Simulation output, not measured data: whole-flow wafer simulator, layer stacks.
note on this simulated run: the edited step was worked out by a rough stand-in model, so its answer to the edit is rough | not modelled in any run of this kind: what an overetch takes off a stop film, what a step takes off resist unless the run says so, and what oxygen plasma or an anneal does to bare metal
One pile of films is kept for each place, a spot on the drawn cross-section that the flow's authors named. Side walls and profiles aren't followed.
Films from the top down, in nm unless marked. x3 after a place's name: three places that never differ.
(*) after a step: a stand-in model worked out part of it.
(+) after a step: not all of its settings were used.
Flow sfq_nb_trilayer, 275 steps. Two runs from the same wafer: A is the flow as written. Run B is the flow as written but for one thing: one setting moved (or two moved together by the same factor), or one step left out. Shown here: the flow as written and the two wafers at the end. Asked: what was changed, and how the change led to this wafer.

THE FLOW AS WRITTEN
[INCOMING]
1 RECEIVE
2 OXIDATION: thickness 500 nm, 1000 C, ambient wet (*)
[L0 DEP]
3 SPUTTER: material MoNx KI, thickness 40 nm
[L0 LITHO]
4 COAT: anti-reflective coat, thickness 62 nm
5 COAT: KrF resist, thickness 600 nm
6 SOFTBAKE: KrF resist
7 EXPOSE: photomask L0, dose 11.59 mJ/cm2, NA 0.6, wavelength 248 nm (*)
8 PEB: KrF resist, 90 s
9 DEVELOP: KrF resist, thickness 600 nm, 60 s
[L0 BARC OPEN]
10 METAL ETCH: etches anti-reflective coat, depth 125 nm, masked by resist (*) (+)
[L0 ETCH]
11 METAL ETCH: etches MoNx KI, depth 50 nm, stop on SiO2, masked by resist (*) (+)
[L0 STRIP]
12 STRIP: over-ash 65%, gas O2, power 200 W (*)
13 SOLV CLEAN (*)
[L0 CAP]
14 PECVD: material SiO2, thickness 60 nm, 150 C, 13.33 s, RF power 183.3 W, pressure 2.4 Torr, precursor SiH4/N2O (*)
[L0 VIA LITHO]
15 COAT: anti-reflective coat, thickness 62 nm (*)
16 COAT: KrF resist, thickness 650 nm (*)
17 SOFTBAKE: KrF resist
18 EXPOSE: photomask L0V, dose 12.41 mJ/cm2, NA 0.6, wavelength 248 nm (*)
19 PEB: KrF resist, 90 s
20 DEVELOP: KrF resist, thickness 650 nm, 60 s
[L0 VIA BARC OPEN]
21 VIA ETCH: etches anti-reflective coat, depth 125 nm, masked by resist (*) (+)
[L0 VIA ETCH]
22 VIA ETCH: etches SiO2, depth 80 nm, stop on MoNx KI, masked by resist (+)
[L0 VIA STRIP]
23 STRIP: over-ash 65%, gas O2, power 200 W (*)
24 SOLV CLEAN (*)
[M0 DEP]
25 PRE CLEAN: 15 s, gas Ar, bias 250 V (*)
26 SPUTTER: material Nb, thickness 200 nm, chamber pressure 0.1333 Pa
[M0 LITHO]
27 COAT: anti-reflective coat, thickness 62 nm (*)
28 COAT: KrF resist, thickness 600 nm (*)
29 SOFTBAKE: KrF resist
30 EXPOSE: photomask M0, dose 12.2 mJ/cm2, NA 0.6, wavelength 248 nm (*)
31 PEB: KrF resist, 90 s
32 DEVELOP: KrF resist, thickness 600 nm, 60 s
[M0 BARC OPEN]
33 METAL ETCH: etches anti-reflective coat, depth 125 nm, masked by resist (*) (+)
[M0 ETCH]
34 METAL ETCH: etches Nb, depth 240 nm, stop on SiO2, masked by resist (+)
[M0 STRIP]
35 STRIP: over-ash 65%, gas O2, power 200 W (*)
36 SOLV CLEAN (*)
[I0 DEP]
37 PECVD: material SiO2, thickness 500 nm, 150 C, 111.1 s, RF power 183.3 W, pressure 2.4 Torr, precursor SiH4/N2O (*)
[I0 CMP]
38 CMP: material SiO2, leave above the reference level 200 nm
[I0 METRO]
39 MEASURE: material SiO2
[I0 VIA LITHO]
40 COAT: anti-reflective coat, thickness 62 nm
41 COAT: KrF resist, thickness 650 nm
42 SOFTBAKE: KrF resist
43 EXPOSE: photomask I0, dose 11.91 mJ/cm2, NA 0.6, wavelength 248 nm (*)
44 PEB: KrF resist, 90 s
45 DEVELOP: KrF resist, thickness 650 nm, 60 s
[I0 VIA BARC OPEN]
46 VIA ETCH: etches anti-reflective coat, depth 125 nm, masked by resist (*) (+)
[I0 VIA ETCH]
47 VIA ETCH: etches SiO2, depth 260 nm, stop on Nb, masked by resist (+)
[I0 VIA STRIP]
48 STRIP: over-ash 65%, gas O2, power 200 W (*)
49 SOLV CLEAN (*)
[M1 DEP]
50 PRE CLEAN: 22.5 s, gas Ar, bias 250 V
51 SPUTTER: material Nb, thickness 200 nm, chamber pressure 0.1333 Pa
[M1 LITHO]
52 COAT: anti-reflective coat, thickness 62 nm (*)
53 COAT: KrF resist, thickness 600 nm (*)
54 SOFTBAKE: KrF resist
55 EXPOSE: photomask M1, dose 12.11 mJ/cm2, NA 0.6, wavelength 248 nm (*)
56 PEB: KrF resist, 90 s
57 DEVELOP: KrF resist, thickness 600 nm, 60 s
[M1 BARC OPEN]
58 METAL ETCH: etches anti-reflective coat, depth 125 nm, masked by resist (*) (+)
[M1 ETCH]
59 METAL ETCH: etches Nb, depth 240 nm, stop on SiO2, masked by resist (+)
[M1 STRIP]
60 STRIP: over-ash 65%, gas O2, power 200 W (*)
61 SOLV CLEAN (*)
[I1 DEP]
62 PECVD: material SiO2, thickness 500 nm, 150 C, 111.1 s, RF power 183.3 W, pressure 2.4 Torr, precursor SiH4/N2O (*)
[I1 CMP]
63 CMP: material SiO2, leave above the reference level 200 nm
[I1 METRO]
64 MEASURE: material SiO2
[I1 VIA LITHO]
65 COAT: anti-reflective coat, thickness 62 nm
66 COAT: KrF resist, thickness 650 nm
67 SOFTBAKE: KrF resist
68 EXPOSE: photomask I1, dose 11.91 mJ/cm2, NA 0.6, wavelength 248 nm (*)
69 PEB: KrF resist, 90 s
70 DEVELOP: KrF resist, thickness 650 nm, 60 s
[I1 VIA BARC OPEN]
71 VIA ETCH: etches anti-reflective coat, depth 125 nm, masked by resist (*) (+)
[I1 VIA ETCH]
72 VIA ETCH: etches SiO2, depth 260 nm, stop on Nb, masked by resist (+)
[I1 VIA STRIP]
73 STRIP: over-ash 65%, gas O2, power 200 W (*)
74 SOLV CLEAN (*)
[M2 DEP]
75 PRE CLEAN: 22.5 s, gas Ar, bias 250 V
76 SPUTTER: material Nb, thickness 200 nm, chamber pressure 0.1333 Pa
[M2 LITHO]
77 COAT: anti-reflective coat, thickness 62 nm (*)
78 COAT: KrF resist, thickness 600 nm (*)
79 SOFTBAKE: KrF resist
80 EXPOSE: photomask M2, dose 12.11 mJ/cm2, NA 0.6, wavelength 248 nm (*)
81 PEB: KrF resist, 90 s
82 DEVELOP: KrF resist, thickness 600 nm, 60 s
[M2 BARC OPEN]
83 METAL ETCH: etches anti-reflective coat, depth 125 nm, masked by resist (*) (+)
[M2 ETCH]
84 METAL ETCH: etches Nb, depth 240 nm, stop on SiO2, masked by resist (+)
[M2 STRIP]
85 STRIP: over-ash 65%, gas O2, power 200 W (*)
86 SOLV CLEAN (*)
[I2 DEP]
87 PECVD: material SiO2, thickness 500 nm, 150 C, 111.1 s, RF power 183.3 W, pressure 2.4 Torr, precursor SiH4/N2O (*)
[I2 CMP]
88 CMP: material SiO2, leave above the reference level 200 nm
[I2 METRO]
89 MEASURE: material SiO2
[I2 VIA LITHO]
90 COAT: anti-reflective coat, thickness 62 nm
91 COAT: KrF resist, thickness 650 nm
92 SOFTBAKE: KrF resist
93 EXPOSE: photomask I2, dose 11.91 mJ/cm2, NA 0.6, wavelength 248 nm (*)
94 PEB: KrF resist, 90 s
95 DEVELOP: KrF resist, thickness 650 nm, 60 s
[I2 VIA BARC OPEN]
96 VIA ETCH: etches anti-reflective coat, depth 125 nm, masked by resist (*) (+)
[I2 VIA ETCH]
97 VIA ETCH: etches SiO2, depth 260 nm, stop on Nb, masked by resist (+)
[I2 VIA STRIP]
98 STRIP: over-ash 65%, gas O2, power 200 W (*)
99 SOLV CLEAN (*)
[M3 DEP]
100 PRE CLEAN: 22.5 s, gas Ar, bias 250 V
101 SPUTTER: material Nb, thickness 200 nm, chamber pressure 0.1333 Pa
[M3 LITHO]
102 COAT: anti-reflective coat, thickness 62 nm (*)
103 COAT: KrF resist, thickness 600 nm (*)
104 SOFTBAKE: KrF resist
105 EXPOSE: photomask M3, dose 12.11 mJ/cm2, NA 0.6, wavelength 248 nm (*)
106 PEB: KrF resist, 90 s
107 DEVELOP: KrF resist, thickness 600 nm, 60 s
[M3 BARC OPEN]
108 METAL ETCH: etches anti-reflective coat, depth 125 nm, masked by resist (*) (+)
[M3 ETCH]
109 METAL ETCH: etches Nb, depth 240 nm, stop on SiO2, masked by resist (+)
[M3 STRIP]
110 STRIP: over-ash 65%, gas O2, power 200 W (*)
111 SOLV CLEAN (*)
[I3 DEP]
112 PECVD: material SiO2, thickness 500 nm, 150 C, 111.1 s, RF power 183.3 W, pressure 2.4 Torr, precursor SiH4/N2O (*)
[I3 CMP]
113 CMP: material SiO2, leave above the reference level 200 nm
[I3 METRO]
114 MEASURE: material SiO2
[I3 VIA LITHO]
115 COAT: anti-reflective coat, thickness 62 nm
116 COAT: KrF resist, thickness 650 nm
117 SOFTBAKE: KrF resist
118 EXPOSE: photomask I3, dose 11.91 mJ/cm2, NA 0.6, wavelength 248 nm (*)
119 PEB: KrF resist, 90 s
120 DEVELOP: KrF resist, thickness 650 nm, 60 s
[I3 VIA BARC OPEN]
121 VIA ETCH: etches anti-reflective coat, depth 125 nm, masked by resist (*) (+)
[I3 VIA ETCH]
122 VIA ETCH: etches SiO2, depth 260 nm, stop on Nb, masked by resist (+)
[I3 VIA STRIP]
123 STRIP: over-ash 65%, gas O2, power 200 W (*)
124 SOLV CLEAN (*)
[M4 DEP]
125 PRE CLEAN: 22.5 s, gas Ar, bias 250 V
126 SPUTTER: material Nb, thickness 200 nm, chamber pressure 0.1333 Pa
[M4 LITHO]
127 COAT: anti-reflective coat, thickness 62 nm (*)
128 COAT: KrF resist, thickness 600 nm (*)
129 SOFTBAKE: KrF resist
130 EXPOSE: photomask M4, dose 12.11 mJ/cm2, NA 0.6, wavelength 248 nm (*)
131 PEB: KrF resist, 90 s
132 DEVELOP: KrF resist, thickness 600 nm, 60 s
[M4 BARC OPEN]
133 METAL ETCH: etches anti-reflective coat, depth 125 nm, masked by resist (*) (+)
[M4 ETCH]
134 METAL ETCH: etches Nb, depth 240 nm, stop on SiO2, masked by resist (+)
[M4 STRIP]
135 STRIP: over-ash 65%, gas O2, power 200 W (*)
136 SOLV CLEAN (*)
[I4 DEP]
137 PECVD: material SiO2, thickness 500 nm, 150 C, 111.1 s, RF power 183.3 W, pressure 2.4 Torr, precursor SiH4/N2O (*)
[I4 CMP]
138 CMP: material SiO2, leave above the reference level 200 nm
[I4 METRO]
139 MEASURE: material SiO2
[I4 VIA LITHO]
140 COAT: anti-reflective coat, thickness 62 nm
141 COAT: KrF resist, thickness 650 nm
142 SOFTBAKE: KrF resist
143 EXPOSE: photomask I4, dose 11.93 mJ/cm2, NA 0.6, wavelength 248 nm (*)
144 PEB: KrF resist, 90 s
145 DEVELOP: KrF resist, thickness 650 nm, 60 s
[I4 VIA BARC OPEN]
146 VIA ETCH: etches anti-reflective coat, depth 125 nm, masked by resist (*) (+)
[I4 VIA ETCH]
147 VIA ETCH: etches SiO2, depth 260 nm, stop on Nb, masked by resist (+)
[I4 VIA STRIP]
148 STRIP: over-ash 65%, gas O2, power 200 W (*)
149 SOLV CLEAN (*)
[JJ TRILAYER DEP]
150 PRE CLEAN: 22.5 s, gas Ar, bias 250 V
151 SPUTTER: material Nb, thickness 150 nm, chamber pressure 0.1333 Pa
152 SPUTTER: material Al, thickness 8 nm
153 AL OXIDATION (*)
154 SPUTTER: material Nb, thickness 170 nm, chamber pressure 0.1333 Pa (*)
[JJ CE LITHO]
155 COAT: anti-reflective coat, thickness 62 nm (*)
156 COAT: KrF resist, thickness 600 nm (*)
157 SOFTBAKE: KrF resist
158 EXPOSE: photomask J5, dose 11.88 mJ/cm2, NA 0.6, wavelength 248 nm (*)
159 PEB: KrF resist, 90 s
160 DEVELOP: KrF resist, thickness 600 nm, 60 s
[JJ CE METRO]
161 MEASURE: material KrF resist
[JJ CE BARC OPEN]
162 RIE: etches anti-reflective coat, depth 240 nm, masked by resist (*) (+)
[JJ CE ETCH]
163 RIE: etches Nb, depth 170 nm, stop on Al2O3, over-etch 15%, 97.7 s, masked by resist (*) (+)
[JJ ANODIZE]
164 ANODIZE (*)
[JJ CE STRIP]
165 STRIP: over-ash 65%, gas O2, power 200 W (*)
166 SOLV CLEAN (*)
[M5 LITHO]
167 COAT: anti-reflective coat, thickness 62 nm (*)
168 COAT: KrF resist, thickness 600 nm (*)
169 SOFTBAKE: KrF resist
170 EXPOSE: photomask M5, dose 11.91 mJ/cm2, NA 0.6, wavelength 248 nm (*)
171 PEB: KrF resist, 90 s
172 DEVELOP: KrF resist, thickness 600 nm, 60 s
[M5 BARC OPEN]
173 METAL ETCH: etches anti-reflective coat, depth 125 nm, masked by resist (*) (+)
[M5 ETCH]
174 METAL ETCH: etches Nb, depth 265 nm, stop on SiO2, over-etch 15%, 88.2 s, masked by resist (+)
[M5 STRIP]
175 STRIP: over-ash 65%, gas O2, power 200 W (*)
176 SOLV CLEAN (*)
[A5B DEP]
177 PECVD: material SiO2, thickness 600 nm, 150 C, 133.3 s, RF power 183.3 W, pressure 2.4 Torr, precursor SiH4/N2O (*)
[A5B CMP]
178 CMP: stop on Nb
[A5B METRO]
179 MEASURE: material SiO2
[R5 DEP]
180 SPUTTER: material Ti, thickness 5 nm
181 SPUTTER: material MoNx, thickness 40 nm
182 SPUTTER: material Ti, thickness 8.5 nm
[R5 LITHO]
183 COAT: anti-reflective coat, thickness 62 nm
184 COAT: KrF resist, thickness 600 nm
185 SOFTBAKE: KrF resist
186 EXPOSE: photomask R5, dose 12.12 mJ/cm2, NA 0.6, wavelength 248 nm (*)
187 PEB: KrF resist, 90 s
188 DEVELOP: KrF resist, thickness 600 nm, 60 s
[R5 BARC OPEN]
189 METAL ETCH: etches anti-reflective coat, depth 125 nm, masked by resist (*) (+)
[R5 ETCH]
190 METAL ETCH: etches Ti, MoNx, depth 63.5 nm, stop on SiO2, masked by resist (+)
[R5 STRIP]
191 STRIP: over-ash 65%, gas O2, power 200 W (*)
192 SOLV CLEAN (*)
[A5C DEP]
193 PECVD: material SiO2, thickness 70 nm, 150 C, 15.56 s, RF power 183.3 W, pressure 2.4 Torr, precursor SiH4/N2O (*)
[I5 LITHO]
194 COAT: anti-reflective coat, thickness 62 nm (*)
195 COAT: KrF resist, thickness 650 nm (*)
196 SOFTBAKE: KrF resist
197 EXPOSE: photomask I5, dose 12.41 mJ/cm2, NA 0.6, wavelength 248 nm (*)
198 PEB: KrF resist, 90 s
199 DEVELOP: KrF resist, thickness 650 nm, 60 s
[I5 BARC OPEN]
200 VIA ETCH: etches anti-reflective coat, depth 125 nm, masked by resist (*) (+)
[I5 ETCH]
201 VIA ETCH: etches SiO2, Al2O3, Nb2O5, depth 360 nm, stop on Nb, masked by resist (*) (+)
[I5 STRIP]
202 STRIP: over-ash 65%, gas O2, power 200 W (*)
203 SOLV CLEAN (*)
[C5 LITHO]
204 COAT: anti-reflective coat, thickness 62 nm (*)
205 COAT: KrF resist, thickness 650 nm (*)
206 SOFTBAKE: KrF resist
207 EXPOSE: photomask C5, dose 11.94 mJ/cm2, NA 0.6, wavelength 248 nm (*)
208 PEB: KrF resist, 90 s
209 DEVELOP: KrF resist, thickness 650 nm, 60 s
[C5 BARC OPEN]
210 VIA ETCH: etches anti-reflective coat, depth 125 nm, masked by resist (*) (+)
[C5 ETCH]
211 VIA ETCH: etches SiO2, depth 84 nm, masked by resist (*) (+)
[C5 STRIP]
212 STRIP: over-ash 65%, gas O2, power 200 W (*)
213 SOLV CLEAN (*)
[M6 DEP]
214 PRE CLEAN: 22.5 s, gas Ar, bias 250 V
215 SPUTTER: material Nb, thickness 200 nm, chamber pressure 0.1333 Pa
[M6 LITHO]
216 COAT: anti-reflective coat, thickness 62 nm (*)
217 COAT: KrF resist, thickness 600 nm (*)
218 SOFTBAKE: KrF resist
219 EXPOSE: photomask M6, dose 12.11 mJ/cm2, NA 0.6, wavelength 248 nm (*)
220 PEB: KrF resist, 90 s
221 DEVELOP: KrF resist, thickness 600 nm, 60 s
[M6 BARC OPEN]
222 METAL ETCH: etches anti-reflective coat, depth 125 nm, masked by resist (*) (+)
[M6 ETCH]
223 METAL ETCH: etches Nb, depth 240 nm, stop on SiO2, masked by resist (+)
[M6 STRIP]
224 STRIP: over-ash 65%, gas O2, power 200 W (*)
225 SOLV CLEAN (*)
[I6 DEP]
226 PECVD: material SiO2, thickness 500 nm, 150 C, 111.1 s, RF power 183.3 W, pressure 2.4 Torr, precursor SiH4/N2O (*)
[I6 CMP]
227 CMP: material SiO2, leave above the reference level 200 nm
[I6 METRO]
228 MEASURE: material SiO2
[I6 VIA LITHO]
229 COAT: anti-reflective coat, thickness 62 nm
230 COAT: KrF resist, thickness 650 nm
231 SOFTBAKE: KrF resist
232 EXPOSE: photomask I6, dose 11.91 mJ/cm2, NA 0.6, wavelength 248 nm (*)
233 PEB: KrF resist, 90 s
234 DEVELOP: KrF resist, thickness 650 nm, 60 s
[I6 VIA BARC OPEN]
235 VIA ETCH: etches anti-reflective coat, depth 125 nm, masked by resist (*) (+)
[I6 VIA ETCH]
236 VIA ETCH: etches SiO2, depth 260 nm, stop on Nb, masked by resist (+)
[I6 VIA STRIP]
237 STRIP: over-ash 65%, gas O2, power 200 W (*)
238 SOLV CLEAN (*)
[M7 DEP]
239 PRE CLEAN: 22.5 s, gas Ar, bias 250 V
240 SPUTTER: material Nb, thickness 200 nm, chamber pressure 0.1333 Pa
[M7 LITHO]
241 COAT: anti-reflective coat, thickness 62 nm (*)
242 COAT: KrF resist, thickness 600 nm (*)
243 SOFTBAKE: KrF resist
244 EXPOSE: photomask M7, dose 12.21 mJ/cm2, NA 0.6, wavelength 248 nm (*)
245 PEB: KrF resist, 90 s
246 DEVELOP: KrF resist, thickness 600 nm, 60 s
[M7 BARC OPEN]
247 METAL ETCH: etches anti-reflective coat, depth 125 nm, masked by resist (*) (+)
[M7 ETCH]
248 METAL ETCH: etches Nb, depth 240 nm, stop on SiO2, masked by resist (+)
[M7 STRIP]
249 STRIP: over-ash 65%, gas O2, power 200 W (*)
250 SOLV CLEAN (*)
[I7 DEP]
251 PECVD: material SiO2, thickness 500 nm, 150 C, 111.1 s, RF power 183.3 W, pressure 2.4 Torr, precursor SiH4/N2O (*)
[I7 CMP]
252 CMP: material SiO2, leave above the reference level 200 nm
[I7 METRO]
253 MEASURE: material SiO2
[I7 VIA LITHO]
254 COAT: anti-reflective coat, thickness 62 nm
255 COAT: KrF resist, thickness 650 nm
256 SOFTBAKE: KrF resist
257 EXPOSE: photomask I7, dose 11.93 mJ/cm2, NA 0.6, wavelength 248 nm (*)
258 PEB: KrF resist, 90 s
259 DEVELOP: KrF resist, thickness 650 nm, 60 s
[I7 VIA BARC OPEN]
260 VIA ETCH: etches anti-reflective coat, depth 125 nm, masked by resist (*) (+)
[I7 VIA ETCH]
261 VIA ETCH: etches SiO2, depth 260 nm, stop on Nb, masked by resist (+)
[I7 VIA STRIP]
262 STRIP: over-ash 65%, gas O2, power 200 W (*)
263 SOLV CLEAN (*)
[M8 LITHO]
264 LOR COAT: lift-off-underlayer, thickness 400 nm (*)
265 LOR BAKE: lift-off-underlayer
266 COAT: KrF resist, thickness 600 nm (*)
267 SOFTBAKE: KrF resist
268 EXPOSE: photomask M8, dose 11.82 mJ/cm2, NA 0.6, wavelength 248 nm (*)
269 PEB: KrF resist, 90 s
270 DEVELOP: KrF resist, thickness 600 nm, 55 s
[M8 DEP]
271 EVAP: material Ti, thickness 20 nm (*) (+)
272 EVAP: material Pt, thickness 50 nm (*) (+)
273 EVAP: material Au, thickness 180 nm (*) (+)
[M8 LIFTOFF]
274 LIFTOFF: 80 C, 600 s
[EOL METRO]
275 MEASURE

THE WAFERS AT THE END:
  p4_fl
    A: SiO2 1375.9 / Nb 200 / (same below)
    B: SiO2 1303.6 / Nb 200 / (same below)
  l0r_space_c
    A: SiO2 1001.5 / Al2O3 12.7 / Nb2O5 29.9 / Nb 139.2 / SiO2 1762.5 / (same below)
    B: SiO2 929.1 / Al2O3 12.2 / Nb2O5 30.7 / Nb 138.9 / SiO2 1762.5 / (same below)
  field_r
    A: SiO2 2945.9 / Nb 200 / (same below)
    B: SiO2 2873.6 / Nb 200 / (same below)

The cause: step 154, SPUTTER: thickness 97.7 nm was run, where the flow has thickness 170 nm.

How the change led to this, step by step:
  154 SPUTTER: material Nb, thickness 170 nm, chamber pressure 0.1333 Pa (*)
      field_l, v_sur, via_sp and 100 more: A Nb +170 (new film) | B Nb +97.7 (new film)
      via_wl, via_wr: A Nb +140.7 (new film) | B Nb +80.7 (new film)
      (and at 1 more place)
  155 COAT: anti-reflective coat, thickness 62 nm (*)
      via_wl, via_wr: A anti-reflective coat +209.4 (new film) | B anti-reflective coat +191.9 (new film)
      via_w: A anti-reflective coat +97.4 (new film) | B anti-reflective coat +92.1 (new film)
  162 RIE: etches anti-reflective coat, depth 240 nm, masked by resist (*) (+)
      ce_l, c5j, ce_r, wl_jj: A KrF resist -209.4 | B KrF resist -191.9
      via_wl, via_wr: A anti-reflective coat -209.4 (all of it) | B anti-reflective coat -191.9 (all of it)
      (and at 1 more place)
  163 RIE: etches Nb, depth 170 nm, stop on Al2O3, over-etch 15%, 97.7 s, masked by resist (*) (+)
      field_l, v_sur, via_sp and 96 more: A Nb -170 (all of it), Al2O3 -0.51 | B Nb -97.7 (all of it), Al2O3 -0.96 (all of it)
      via_wl, via_wr: A Nb -140.7 (all of it), Al2O3 -0.96 (all of it) | B Nb -80.7 (all of it), Al2O3 -0.96 (all of it)
      (and at 1 more place)
  164 ANODIZE (*)
      field_l, v_sur, via_sp and 96 more: A Al2O3 +12.2, Nb2O5 +29.9 (new film), Al -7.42 (all of it), Nb -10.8 | B Al2O3 +12.2 (new film), Nb2O5 +30.7 (new film), Al -7.42 (all of it), Nb -11.1
  165 STRIP: over-ash 65%, gas O2, power 200 W (*)
      ce_l: A KrF resist -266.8 (all of it), anti-reflective coat -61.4 (all of it) | B KrF resist -284.3 (all of it), anti-reflective coat -61.4 (all of it)
      c5j: A KrF resist -266.9 (all of it), anti-reflective coat -61.5 (all of it) | B KrF resist -284.3 (all of it), anti-reflective coat -61.5 (all of it)
      (and at 2 more places)
  167 COAT: anti-reflective coat, thickness 62 nm (*)
      wl_j_sl, wl_j_sr: A anti-reflective coat +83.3 (new film) | B anti-reflective coat +74.1 (new film)
      gap: A anti-reflective coat +58.9 (new film) | B anti-reflective coat +61 (new film)
      (and at 8 more places)
  168 COAT: KrF resist, thickness 600 nm (*)
      ce_l: A KrF resist +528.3 (new film) | B KrF resist +569.1 (new film)
      c5j: A KrF resist +507.6 (new film) | B KrF resist +554 (new film)
      (and at 2 more places)
  173 METAL ETCH: etches anti-reflective coat, depth 125 nm, masked by resist (*) (+)
      wl_a_sl: A anti-reflective coat -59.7 (all of it), Al2O3 -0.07 | B anti-reflective coat -61.7 (all of it)
  174 METAL ETCH: etches Nb, depth 265 nm, stop on SiO2, over-etch 15%, 88.2 s, masked by resist (+)
      field_l, r_sur, res and 50 more: A Al2O3 -12.6 (all of it), Nb2O5 -29.9 (all of it), Nb -139.2 (all of it), SiO2 -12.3 | B Al2O3 -12.2 (all of it), Nb2O5 -30.7 (all of it), Nb -138.9 (all of it), SiO2 -12.3
  175 STRIP: over-ash 65%, gas O2, power 200 W (*)
      gap: A KrF resist -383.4 (all of it), anti-reflective coat -58.9 (all of it) | B KrF resist -375.2 (all of it), anti-reflective coat -61 (all of it)
      jj_sur: A KrF resist -374.7 (all of it), anti-reflective coat -82.6 (all of it) | B KrF resist -370.1 (all of it), anti-reflective coat -73.3 (all of it)
      (and at 8 more places)
  178 CMP: stop on Nb
      v_sur, via_sp, via_v and 43 more: A SiO2 -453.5 | B SiO2 -525.9
      field_l, p4_fl, p4_fm and 39 more: A SiO2 -259.3 | B SiO2 -331.6
      (and at 14 more places)
  201 VIA ETCH: etches SiO2, Al2O3, Nb2O5, depth 360 nm, stop on Nb, masked by resist (*) (+)
      be: A SiO2 -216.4 (all of it), Al2O3 -12.7 (all of it), Nb2O5 -29.9 (all of it) | B SiO2 -144 (all of it), Al2O3 -12.2 (all of it), Nb2O5 -30.7 (all of it)
  204 COAT: anti-reflective coat, thickness 62 nm (*)
      wire: A anti-reflective coat +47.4 (new film) | B anti-reflective coat +49.5 (new film)
      be: A anti-reflective coat +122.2 (new film) | B anti-reflective coat +111.5 (new film)
      (and at 1 more place)
  205 COAT: KrF resist, thickness 650 nm (*)
      be: A KrF resist +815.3 (new film) | B KrF resist +763.8 (new film)
  212 STRIP: over-ash 65%, gas O2, power 200 W (*)
      wire: A KrF resist -555.8 (all of it), anti-reflective coat -47.4 (all of it) | B KrF resist -559.9 (all of it), anti-reflective coat -49.5 (all of it)
      be: A KrF resist -728.2 (all of it), anti-reflective coat -122.2 (all of it) | B KrF resist -676.7 (all of it), anti-reflective coat -111.5 (all of it)
      (and at 1 more place)
  ... 4 more steps ...
  226 PECVD: material SiO2, thickness 500 nm, 150 C, 111.1 s, RF power 183.3 W, pressure 2.4 Torr, precursor SiH4/N2O (*)
      be: A SiO2 +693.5 (new film) | B SiO2 +604.6 (new film)
